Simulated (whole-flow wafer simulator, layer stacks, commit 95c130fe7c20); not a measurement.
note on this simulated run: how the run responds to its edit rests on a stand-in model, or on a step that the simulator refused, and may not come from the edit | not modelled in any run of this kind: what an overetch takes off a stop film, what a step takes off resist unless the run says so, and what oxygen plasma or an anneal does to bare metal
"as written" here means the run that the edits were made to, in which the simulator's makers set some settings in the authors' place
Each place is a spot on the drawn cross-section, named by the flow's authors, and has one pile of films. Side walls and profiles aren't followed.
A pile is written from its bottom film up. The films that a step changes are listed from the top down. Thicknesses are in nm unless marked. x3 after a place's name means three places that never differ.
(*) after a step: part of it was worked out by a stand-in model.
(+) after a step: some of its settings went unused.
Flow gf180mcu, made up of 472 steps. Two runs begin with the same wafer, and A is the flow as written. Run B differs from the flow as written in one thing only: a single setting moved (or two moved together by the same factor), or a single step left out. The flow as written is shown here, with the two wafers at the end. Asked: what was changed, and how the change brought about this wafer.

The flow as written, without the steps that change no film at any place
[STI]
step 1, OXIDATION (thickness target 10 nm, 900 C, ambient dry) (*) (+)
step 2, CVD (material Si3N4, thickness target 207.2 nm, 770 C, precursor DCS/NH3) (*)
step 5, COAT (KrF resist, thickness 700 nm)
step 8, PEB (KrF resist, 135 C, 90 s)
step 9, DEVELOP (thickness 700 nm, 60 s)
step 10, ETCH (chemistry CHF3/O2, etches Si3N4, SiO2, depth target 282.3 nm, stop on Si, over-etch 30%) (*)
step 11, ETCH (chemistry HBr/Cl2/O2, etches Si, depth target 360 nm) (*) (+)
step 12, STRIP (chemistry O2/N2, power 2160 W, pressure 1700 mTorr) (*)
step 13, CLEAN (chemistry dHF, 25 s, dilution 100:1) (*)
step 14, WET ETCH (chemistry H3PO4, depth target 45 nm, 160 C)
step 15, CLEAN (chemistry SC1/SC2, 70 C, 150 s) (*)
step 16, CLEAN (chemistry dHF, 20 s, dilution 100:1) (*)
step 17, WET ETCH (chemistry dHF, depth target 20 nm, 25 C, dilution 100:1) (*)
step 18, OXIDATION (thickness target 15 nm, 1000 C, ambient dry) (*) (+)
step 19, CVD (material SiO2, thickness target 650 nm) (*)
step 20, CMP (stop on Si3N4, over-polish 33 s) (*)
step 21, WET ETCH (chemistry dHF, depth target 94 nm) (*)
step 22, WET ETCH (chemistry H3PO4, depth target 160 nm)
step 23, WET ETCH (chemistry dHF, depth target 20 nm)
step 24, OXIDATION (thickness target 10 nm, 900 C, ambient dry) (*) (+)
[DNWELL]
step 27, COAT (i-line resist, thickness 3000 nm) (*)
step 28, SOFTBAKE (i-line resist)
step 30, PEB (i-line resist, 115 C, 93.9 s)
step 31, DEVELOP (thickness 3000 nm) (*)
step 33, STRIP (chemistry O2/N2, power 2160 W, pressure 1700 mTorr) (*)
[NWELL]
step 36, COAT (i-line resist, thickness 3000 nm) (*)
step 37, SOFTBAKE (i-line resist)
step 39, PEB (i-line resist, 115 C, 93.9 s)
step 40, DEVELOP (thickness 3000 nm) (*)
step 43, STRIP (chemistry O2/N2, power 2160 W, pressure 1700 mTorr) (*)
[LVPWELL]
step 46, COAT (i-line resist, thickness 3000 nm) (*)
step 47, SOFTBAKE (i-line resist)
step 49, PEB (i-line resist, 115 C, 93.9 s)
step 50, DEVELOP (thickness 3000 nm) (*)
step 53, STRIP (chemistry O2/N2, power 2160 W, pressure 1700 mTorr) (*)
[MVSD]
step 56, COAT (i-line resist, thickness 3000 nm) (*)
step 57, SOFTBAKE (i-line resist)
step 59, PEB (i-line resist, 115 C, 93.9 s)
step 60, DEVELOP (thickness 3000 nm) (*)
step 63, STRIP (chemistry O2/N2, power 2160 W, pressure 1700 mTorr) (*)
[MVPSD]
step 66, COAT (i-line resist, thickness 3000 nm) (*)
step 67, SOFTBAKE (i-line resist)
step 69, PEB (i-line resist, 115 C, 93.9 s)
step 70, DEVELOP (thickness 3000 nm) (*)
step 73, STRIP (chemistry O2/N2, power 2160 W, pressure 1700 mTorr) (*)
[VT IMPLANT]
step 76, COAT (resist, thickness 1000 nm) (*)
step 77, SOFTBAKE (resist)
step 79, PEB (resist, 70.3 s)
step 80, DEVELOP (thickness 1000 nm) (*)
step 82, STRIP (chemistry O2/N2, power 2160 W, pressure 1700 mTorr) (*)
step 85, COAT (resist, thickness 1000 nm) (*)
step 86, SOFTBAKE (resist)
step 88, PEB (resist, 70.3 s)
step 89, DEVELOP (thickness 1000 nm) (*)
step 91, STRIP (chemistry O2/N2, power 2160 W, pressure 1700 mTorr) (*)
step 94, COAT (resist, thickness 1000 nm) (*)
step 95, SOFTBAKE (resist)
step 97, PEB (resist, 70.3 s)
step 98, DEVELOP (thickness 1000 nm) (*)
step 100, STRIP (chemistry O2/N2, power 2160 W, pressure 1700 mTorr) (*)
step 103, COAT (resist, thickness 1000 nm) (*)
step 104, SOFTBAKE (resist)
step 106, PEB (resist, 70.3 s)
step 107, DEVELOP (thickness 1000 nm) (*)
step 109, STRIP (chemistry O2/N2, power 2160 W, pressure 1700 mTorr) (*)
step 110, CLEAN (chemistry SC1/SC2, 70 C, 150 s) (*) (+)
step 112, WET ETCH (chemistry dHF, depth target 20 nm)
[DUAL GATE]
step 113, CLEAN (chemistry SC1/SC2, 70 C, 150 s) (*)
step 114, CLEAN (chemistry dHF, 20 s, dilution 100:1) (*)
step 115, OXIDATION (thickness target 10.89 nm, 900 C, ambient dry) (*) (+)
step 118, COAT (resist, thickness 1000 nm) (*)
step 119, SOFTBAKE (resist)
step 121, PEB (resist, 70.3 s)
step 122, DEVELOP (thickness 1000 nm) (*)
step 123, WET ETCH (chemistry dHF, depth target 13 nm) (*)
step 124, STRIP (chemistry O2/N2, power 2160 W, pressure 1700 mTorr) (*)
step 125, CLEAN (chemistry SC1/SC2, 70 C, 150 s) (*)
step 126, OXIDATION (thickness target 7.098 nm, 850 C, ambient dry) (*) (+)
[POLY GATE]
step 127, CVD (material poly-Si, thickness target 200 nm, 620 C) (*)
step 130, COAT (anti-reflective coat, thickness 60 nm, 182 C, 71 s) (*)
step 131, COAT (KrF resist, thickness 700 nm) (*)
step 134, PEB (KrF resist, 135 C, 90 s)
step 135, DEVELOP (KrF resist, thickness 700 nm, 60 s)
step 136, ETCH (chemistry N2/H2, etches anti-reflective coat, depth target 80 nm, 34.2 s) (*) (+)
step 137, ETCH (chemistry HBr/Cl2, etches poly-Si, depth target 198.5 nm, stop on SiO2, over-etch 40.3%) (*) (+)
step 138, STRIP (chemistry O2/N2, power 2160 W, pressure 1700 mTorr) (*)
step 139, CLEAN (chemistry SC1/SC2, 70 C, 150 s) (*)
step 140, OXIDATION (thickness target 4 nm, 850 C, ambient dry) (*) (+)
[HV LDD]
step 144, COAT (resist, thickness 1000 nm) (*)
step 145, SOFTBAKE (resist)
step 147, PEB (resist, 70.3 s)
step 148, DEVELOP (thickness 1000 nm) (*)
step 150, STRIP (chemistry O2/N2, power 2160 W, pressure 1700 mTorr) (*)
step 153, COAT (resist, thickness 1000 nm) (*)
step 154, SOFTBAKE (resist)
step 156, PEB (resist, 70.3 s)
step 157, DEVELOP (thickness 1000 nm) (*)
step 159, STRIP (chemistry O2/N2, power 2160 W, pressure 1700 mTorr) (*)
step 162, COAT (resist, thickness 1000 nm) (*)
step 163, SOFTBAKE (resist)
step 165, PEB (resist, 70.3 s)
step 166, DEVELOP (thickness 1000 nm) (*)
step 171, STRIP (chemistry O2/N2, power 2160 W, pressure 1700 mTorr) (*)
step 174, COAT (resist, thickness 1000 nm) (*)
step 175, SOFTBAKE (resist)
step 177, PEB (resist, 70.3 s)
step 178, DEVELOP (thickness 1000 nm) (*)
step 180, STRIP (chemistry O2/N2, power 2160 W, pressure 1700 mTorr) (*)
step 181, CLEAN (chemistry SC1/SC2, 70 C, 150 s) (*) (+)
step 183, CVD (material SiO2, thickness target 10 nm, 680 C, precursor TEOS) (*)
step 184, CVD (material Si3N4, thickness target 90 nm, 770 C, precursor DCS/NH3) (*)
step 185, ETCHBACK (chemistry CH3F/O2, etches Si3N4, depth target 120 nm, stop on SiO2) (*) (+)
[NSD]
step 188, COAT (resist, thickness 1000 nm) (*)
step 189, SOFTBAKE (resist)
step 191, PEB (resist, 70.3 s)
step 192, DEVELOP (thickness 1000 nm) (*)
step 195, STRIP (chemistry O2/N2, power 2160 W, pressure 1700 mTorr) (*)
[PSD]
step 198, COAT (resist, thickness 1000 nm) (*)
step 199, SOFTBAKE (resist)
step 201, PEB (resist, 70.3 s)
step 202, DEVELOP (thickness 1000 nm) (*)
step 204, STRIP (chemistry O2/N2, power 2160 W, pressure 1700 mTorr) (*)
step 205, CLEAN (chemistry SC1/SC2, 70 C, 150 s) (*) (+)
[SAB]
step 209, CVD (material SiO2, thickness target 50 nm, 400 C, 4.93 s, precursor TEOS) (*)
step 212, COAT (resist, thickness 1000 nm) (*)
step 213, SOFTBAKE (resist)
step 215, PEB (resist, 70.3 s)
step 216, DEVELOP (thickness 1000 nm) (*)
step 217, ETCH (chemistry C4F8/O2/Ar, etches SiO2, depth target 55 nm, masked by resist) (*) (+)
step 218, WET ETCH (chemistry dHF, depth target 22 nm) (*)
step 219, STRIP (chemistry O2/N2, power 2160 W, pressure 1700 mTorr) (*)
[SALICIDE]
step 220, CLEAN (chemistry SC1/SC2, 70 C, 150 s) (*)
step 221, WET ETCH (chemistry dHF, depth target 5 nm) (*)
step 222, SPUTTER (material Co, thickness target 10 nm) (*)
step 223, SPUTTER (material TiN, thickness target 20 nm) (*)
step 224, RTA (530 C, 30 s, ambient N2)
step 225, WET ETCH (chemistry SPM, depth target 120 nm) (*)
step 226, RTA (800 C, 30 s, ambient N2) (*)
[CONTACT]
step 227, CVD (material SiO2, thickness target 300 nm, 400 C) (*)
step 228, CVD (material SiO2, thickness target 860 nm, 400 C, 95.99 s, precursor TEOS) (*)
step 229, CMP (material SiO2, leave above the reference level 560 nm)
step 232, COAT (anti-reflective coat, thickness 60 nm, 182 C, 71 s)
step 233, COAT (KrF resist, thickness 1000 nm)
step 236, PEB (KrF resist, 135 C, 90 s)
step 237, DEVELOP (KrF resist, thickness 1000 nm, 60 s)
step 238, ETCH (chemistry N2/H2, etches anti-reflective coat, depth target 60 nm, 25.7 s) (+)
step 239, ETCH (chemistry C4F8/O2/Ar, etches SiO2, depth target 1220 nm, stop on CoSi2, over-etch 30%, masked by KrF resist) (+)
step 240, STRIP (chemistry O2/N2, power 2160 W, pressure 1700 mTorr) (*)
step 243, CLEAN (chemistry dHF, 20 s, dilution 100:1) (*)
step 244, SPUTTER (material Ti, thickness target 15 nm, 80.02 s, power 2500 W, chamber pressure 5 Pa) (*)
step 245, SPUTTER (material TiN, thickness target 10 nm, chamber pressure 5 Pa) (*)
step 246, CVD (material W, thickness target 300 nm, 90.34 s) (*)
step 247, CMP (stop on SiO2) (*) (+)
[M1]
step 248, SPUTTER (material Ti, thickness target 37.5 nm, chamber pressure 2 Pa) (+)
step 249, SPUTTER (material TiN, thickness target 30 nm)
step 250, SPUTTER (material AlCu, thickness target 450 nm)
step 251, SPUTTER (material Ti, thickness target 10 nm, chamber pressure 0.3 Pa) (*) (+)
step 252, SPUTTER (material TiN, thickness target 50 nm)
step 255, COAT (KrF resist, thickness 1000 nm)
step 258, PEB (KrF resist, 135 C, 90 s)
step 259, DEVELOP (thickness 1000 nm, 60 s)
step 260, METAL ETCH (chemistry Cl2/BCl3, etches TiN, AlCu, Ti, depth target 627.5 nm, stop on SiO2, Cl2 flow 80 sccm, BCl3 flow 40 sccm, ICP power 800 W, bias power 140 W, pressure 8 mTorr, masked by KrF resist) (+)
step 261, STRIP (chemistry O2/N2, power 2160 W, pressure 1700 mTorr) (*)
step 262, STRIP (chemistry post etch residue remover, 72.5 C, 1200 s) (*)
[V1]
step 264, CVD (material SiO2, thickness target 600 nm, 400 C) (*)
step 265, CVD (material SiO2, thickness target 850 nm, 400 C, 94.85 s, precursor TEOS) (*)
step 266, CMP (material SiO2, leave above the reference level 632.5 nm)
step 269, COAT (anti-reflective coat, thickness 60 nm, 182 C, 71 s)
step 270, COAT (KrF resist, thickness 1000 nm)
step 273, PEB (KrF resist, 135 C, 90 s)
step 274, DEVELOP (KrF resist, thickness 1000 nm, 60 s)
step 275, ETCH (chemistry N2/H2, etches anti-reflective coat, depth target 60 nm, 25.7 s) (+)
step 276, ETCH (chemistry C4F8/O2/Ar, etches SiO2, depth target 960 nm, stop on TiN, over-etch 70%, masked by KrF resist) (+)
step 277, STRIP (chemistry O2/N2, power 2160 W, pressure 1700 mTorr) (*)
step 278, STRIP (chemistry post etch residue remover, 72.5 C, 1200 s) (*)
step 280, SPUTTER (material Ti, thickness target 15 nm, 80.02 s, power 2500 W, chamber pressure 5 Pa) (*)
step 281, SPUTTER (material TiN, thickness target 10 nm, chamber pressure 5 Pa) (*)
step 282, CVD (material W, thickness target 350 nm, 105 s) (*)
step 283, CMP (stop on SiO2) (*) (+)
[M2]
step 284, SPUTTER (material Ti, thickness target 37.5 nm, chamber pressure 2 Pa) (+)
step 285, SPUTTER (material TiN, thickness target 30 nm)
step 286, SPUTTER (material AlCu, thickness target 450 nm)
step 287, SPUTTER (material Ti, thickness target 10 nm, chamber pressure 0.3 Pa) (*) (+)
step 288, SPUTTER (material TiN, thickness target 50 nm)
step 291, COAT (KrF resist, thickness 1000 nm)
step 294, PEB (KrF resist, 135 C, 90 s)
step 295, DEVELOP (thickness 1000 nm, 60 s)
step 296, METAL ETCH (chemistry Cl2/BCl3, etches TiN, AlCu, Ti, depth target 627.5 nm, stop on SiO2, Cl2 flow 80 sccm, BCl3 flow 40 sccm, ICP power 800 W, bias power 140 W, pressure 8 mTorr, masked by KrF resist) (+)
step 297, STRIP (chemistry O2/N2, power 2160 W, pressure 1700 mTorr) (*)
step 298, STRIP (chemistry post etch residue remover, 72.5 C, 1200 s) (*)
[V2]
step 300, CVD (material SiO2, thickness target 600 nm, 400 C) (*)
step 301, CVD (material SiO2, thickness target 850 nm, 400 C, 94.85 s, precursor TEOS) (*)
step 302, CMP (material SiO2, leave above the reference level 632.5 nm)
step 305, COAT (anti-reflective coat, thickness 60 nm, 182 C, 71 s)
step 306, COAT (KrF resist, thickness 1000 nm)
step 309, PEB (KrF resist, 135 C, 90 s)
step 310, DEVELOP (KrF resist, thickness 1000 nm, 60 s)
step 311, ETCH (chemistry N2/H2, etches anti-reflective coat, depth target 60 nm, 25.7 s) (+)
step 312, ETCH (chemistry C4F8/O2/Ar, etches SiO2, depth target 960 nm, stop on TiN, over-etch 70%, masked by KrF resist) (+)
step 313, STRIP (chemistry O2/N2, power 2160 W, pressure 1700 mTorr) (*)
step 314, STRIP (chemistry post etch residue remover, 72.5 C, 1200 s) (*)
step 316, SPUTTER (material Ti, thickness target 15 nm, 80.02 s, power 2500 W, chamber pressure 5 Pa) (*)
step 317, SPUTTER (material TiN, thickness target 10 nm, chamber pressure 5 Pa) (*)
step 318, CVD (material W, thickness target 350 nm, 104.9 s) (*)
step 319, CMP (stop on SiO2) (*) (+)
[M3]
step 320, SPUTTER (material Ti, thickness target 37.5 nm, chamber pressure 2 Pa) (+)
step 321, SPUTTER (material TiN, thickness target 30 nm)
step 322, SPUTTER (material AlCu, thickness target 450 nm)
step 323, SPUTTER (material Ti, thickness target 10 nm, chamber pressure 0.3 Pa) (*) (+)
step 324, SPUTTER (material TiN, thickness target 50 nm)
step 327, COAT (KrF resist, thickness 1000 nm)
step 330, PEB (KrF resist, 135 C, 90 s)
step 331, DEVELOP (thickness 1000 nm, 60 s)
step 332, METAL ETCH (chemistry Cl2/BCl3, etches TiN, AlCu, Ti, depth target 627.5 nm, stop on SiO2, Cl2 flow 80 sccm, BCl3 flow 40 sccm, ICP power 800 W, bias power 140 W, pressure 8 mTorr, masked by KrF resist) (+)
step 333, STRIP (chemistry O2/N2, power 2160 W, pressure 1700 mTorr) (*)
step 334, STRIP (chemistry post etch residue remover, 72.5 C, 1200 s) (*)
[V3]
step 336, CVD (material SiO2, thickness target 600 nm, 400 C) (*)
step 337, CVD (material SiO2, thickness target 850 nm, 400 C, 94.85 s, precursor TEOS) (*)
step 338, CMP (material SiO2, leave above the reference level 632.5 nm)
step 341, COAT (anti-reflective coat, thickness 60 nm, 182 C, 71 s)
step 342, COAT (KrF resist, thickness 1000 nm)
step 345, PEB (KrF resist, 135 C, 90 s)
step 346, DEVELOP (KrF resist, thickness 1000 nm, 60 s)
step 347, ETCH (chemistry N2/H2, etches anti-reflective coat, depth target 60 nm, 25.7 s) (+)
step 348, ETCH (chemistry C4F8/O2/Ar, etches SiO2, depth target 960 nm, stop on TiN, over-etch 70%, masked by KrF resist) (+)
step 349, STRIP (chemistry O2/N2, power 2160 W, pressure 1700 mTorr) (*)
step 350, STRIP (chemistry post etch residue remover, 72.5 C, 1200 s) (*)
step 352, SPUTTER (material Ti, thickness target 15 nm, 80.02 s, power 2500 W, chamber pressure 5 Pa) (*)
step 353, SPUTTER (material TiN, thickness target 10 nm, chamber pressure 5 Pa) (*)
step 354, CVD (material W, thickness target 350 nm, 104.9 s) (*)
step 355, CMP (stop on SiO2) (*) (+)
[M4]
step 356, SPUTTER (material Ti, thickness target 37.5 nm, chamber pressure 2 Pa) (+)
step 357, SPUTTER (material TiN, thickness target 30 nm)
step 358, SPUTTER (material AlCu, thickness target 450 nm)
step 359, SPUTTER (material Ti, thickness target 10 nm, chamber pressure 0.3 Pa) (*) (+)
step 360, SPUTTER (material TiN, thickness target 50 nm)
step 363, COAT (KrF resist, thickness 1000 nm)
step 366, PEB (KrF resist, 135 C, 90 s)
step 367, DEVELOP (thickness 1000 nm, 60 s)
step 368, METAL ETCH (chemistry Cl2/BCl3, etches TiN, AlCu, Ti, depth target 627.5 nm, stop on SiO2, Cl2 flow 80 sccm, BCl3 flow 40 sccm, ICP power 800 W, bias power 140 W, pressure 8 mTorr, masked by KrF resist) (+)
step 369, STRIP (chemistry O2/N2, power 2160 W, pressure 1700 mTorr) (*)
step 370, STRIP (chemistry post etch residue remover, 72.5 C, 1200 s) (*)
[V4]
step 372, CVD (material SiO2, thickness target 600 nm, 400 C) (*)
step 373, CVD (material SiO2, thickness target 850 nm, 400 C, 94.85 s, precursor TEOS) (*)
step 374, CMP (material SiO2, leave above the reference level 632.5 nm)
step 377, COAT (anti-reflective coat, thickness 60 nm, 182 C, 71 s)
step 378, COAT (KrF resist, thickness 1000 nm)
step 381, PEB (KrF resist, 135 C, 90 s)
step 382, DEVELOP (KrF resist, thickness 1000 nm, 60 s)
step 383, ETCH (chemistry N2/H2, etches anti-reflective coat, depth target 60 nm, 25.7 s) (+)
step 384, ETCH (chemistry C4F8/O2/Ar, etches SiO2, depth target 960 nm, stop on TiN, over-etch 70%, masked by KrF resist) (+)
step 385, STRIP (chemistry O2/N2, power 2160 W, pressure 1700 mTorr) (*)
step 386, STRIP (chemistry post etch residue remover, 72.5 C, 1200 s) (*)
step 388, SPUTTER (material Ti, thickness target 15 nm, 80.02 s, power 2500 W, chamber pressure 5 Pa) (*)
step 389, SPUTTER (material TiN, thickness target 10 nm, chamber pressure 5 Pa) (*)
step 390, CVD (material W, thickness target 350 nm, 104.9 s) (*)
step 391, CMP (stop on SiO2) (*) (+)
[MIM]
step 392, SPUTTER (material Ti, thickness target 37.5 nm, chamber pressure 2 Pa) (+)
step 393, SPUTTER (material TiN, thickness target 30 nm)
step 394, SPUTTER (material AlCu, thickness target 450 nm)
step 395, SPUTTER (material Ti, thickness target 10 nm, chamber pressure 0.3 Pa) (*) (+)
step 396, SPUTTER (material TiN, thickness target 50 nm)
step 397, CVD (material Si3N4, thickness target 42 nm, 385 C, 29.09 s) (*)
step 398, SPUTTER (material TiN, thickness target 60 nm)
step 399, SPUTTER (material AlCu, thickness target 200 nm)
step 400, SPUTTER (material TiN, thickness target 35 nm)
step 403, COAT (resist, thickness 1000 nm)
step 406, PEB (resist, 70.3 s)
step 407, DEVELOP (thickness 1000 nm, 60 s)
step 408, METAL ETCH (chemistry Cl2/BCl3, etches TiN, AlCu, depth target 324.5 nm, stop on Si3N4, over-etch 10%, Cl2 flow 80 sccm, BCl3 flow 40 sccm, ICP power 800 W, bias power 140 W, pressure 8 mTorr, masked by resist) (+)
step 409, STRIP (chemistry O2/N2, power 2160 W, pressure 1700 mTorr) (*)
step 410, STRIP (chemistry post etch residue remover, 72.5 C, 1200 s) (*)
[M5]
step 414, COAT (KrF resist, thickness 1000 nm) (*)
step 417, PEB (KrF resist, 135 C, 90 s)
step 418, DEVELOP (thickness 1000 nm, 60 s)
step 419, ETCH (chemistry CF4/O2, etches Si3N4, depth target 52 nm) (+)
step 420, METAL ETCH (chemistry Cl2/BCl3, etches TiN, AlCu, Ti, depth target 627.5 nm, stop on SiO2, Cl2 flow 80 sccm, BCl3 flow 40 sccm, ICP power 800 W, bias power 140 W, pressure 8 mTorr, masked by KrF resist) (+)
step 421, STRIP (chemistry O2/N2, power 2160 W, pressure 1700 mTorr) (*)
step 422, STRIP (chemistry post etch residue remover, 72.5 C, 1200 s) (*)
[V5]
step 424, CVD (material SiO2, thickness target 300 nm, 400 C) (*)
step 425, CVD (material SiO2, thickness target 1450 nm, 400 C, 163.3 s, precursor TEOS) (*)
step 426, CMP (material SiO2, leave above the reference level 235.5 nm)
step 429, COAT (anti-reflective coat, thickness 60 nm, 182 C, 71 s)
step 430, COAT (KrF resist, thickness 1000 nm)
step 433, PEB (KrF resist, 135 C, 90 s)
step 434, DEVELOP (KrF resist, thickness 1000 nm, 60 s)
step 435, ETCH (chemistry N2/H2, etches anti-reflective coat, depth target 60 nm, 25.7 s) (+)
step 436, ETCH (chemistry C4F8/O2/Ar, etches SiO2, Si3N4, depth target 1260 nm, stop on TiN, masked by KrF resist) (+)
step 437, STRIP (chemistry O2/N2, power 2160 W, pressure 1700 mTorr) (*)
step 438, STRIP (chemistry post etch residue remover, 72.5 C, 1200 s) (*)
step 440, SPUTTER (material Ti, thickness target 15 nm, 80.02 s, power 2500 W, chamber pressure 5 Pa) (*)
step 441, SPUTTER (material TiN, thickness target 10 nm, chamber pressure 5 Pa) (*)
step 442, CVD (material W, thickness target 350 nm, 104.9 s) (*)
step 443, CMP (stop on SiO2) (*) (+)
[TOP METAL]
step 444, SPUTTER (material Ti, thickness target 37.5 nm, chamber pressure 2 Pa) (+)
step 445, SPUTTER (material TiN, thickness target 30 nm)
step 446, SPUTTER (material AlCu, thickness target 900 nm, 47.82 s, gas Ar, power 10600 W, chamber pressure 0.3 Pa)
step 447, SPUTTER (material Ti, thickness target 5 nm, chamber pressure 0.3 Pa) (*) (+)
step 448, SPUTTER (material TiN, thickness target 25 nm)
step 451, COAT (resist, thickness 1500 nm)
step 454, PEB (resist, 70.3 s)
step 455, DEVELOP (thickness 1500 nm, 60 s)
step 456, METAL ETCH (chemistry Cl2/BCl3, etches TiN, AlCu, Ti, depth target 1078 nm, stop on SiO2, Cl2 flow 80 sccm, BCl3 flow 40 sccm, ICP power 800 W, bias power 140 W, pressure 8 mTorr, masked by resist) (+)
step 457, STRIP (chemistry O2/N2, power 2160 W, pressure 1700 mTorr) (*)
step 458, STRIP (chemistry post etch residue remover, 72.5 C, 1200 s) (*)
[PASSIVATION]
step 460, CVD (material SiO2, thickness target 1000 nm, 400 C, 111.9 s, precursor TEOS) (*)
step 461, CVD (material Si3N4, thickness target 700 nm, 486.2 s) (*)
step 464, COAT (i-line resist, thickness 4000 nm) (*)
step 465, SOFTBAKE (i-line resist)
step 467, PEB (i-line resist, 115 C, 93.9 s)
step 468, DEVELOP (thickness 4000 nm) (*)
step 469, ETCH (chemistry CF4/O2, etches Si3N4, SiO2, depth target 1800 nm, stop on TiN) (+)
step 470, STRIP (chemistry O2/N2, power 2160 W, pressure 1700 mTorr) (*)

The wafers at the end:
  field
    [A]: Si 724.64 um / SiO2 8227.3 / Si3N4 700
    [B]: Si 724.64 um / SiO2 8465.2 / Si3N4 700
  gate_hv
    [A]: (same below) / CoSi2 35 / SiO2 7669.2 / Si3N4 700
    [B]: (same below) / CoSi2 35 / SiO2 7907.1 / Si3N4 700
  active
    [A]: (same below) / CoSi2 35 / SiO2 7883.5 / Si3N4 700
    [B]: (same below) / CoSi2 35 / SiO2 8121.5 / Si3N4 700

What caused this: step 229, CMP: leave above the reference level 798 nm was run, while the flow as written has leave above the reference level 560 nm.

The path from the change to this, step by step:
  step 229, CMP (material SiO2, leave above the reference level 560 nm)
      field__w3: A -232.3 SiO2 | B nothing
      field__w12: A -232.1 SiO2 | B nothing
      (also at 109 further places)
  step 232, COAT (anti-reflective coat, thickness 60 nm, 182 C, 71 s)
      field__w3, field__w12: A +60 anti-reflective coat (new film) | B +65 anti-reflective coat (new film)
      field__w7: A +60 anti-reflective coat (new film) | B +56 anti-reflective coat (new film)
      (also at 5 further places)
  step 239, ETCH (chemistry C4F8/O2/Ar, etches SiO2, depth target 1220 nm, stop on CoSi2, over-etch 30%, masked by KrF resist) (+)
      field, field__w1, field__w2 and 105 more: A -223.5 KrF resist | B -244 KrF resist
      polyc_n, polyc_p: A -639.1 SiO2 (all of it) | B -877.1 SiO2 (all of it)
      (also at 1 further place)
  step 240, STRIP (chemistry O2/N2, power 2160 W, pressure 1700 mTorr) (*)
      field__w1, field__w8, field__w10 and 61 more: A -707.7 KrF resist (all of it), -60 anti-reflective coat (all of it) | B -687.2 KrF resist (all of it), -60 anti-reflective coat (all of it)
      field, field_sub__w2, field_sub__w4 and 15 more: A -707.7 KrF resist (all of it), -60 anti-reflective coat (all of it) | B -687.1 KrF resist (all of it), -60 anti-reflective coat (all of it)
      (also at 26 further places)
  step 244, SPUTTER (material Ti, thickness target 15 nm, 80.02 s, power 2500 W, chamber pressure 5 Pa) (*)
      contact: A +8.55 Ti (new film) | B +7.45 Ti (new film)
  step 245, SPUTTER (material TiN, thickness target 10 nm, chamber pressure 5 Pa) (*)
      contact: A +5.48 TiN (new film) | B +4.79 TiN (new film)
  step 246, CVD (material W, thickness target 300 nm, 90.34 s) (*)
      polyc_n, polyc_p: A +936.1 W (new film) | B +1174.1 W (new film)
      contact: A +1167.5 W (new film) | B +1407.3 W (new film)
  step 247, CMP (stop on SiO2) (*) (+)
      field__w3, field__w12: A -300 W (all of it), -10 TiN (all of it), -15 Ti (all of it), -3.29 SiO2 | B -300 W (all of it), -10 TiN (all of it), -15 Ti (all of it)
      mim: A -300 W (all of it), -10 TiN (all of it), -15 Ti (all of it), -3.29 SiO2 | B -300 W (all of it), -10 TiN (all of it), -1.81 Ti
  step 248, SPUTTER (material Ti, thickness target 37.5 nm, chamber pressure 2 Pa) (+)
      mim: A +37.5 Ti (new film) | B +37.5 Ti
  step 260, METAL ETCH (chemistry Cl2/BCl3, etches TiN, AlCu, Ti, depth target 627.5 nm, stop on SiO2, Cl2 flow 80 sccm, BCl3 flow 40 sccm, ICP power 800 W, bias power 140 W, pressure 8 mTorr, masked by KrF resist) (+)
      mim: A -50 TiN (all of it), -10 Ti (all of it), -450 AlCu (all of it), -30 TiN (all of it), -37.5 Ti (all of it) | B -50 TiN (all of it), -10 Ti (all of it), -450 AlCu (all of it), -30 TiN (all of it), -50.7 Ti (all of it)
  step 266, CMP (material SiO2, leave above the reference level 632.5 nm)
      mim: A -300 SiO2 | B -286.8 SiO2
